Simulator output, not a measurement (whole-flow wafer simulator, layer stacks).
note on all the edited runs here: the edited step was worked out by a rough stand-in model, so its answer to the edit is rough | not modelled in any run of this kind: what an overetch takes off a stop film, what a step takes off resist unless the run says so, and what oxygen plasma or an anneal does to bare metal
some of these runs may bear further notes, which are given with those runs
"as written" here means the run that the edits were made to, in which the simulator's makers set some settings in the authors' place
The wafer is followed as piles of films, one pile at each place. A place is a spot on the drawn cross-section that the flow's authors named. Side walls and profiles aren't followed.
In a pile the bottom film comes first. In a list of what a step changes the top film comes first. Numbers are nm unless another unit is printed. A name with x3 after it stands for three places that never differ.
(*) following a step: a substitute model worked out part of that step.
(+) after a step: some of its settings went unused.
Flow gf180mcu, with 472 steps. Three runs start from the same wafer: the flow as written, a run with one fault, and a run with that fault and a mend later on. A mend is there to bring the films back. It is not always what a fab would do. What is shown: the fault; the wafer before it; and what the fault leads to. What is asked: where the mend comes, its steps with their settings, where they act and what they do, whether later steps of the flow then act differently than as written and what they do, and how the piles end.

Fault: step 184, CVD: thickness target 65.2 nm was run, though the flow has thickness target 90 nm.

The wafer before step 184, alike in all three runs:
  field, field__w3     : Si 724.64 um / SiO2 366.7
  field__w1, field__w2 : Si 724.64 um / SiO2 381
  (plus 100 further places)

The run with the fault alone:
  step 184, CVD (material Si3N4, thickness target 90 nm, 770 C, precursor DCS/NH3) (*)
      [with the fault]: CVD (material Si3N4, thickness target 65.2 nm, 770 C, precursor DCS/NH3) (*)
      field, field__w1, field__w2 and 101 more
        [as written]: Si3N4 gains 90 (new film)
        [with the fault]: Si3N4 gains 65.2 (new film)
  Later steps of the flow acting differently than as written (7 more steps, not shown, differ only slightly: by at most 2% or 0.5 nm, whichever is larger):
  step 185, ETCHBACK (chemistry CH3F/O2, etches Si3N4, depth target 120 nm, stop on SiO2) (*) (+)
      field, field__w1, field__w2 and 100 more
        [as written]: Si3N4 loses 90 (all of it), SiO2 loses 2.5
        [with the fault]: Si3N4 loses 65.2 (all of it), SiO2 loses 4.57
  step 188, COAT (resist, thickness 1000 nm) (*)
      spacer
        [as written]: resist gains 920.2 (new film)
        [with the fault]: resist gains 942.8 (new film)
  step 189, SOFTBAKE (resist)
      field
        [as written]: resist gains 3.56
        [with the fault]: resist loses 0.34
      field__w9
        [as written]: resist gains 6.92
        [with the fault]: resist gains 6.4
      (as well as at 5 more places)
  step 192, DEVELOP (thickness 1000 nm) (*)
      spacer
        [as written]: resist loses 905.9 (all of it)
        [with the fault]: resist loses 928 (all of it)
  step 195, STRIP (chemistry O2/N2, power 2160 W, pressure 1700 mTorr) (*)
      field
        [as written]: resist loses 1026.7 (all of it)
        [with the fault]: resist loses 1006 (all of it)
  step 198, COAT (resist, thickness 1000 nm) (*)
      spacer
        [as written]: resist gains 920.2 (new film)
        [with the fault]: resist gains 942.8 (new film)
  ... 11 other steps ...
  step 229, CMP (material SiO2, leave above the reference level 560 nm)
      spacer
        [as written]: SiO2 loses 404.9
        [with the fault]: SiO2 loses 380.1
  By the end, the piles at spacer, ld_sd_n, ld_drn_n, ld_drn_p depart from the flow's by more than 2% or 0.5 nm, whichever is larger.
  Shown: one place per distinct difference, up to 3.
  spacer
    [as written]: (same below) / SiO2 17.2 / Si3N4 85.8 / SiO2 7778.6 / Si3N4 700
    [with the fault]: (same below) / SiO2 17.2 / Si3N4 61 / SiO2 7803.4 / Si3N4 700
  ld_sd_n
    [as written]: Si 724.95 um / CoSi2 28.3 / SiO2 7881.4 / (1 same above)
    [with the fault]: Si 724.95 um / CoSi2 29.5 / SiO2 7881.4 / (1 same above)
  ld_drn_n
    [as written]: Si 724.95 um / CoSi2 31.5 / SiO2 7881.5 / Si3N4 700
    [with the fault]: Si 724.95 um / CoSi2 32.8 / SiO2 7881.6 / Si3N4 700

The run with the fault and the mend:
  The mend follows step 184.
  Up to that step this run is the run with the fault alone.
  step 184a, CVD (material Si3N4, thickness target 24.8 nm, 770 C, precursor DCS/NH3) (*) (the flow's step 184, run once more with other settings)
      field, field__w1, field__w2 and 101 more
        Si3N4 gains 24.8
  None of the later steps of the flow differs from how it acts as written, at any place that is followed, by more than 2% or 0.5 nm, whichever is larger.
  At every place that both follow, the piles at the end match the flow's.
